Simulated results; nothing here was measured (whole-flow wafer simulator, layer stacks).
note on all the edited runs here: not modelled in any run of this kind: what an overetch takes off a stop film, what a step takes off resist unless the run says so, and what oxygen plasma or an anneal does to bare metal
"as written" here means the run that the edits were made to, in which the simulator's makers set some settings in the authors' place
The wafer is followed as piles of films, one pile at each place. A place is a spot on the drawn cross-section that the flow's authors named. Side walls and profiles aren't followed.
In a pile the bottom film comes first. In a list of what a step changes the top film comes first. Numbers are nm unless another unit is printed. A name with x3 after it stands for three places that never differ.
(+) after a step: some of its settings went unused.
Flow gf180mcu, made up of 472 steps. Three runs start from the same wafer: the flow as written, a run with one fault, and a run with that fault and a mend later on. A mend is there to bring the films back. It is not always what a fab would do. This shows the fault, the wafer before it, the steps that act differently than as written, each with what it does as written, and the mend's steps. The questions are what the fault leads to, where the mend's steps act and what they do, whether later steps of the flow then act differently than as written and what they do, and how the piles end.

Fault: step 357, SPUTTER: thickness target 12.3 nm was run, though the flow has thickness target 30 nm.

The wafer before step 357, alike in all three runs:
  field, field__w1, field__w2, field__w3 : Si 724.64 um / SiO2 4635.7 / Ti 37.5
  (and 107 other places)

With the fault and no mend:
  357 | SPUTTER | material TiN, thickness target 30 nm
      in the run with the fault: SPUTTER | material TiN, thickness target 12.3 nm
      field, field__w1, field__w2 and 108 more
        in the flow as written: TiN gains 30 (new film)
        in the run with the fault: TiN gains 12.3 (new film)
  Steps later in the flow that act otherwise than as written:
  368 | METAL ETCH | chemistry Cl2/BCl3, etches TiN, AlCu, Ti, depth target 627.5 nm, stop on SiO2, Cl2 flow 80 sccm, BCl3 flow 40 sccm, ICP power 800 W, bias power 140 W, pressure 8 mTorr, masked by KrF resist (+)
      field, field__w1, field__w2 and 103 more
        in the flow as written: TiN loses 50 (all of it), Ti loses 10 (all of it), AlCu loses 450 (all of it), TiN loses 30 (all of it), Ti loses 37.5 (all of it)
        in the run with the fault: TiN loses 50 (all of it), Ti loses 10 (all of it), AlCu loses 450 (all of it), TiN loses 12.3 (all of it), Ti loses 37.5 (all of it)
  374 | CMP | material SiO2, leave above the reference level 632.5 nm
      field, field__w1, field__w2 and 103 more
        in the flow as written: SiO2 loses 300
        in the run with the fault: SiO2 loses 317.7
  The piles end different from the flow's at field__w8, contact, m1, m1__w1, m1_nw by more than 2% or 0.5 nm, whichever is larger.
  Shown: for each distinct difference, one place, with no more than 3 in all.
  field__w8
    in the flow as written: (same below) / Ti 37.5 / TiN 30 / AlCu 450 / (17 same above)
    in the run with the fault: (same below) / Ti 37.5 / TiN 12.3 / AlCu 450 / (17 same above)
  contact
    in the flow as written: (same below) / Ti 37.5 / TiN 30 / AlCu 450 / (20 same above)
    in the run with the fault: (same below) / Ti 37.5 / TiN 12.3 / AlCu 450 / (20 same above)

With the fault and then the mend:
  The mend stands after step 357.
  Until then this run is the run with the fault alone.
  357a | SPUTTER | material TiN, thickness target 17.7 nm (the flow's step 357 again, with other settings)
      field, field__w1, field__w2 and 108 more
        TiN gains 17.7
  None of the later steps of the flow acts differently than as written at any place that is followed.
  By the end, the piles equal the flow's at every place that both follow.
